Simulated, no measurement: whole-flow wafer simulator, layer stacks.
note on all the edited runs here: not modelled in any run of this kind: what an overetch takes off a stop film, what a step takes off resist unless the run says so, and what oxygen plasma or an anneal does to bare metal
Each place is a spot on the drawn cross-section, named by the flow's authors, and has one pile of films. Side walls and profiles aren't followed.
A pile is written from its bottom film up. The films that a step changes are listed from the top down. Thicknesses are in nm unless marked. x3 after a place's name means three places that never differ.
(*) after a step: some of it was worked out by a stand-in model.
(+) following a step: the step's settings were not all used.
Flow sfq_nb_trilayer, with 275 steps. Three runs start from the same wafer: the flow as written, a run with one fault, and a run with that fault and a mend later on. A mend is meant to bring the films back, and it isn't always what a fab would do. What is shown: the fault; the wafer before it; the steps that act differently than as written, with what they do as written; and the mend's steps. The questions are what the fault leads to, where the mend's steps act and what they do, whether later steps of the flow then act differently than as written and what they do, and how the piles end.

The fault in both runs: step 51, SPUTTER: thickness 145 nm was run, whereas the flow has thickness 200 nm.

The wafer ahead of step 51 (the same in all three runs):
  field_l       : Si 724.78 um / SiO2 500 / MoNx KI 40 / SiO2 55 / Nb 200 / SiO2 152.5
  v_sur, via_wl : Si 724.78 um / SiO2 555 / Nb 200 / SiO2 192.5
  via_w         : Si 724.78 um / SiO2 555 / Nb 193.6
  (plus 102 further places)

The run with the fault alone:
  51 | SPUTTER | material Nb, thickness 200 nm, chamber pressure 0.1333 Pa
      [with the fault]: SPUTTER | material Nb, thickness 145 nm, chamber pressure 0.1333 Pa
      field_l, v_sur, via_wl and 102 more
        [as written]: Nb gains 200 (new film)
        [with the fault]: Nb gains 145 (new film)
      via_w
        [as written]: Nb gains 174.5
        [with the fault]: Nb gains 127.2
  Steps further on in the flow that do not act as written (3 more steps, not shown, differ only slightly: by at most 2% or 0.5 nm, whichever is larger):
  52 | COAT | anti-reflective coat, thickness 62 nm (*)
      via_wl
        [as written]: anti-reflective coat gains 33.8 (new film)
        [with the fault]: anti-reflective coat gains 32.9 (new film)
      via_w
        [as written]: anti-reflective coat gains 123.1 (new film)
        [with the fault]: anti-reflective coat gains 120.6 (new film)
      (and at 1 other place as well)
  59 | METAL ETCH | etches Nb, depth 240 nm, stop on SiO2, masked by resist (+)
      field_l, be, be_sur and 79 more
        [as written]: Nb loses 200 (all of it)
        [with the fault]: Nb loses 145 (all of it)
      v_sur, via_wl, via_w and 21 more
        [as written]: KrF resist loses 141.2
        [with the fault]: KrF resist loses 127.9
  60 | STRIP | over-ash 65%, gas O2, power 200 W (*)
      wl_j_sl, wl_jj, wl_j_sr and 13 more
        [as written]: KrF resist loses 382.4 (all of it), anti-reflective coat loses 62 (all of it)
        [with the fault]: KrF resist loses 395.6 (all of it), anti-reflective coat loses 62 (all of it)
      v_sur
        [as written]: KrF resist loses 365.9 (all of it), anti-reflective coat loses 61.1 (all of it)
        [with the fault]: KrF resist loses 379.6 (all of it), anti-reflective coat loses 60.9 (all of it)
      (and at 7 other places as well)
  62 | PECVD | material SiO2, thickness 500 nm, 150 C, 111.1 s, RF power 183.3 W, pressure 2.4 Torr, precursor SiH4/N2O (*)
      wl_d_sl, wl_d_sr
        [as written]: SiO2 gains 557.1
        [with the fault]: SiO2 gains 502.1
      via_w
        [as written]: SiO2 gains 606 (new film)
        [with the fault]: SiO2 gains 592.4 (new film)
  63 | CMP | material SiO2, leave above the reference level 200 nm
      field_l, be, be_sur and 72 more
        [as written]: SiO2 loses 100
        [with the fault]: SiO2 loses 155
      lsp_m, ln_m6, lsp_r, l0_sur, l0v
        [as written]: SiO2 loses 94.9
        [with the fault]: SiO2 loses 155
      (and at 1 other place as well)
  The piles end different from the flow's at v_sur, via_wl, via_w and 86 more by more than 2% or 0.5 nm, whichever is larger.
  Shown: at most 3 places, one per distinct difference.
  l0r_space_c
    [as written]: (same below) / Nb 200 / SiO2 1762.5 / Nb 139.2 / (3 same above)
    [with the fault]: (same below) / Nb 200 / SiO2 1707.5 / Nb 139.2 / (3 same above)
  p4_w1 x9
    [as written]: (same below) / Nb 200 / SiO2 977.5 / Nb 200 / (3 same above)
    [with the fault]: (same below) / Nb 200 / SiO2 922.5 / Nb 200 / (3 same above)
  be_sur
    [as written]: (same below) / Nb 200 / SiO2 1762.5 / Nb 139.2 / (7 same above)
    [with the fault]: (same below) / Nb 200 / SiO2 1707.5 / Nb 139.2 / (7 same above)

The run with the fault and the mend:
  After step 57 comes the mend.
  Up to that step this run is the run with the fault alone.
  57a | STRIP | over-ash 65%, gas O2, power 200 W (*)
      p4_fl x3, p4_w1 x9, p4_g1 x2 and 47 more
        anti-reflective coat loses 62 (all of it)
      wl_j_sl, wl_jj, wl_j_sr and 13 more
        KrF resist loses 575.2 (all of it), anti-reflective coat loses 62 (all of it)
      r_sur, res, r_end and 8 more
        anti-reflective coat loses 61.8 (all of it)
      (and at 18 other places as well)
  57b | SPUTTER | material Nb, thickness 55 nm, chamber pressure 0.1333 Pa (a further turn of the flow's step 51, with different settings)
      field_l, v_sur, via_wl and 102 more
        Nb gains 55
      via_w
        Nb gains 43.6
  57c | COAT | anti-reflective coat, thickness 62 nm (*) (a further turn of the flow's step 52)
      p4_fl x3, p4_w1 x9, p4_g1 x2 and 63 more
        anti-reflective coat gains 62 (new film)
      r_sur, res, r_end and 9 more
        anti-reflective coat gains 61.8 (new film)
      jj_sur, ce_l, c5j, ce_r, sp_r, be_r
        anti-reflective coat gains 61.7 (new film)
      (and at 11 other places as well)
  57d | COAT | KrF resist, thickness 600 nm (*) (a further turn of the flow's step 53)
      p4_fl x3, p4_w1 x9, p4_g1 x2 and 63 more
        KrF resist gains 600 (new film)
      res, r_end, moat, field_r, l0_sur
        KrF resist gains 599.4 (new film)
      lsp_l, ln_m5, lsp_m, ln_m6, lsp_r
        KrF resist gains 599.5 (new film)
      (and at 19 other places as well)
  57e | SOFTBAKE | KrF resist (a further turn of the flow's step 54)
      leaves every film unchanged at each place that is followed
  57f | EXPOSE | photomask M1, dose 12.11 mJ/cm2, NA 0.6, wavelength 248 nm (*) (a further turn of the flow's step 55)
      leaves every film unchanged at each place that is followed
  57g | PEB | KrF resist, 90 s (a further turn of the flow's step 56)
      wire, be, be_sur and 96 more
        KrF resist loses 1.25
      field_l, via_v
        KrF resist loses 1.24
      via_wl, via_wr
        KrF resist loses 1.26
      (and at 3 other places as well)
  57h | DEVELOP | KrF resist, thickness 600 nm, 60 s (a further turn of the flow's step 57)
      p4_fl x3, p4_w1 x9, p4_g1 x2 and 47 more
        KrF resist loses 598.7 (all of it)
      v_sur, via_wl, via_w and 21 more
        KrF resist loses 23.5
      moat, field_r, lsp_l, lsp_m, ln_m6, lsp_r, l0_sur
        KrF resist loses 598.2 (all of it)
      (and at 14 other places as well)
  Every later step of the flow that is run acts as written, at every place that is followed, to within 2% or 0.5 nm, whichever is larger.
  At the end the piles are close to the flow's at the places that both follow, differing by at most 2% or 0.5 nm, whichever is larger.
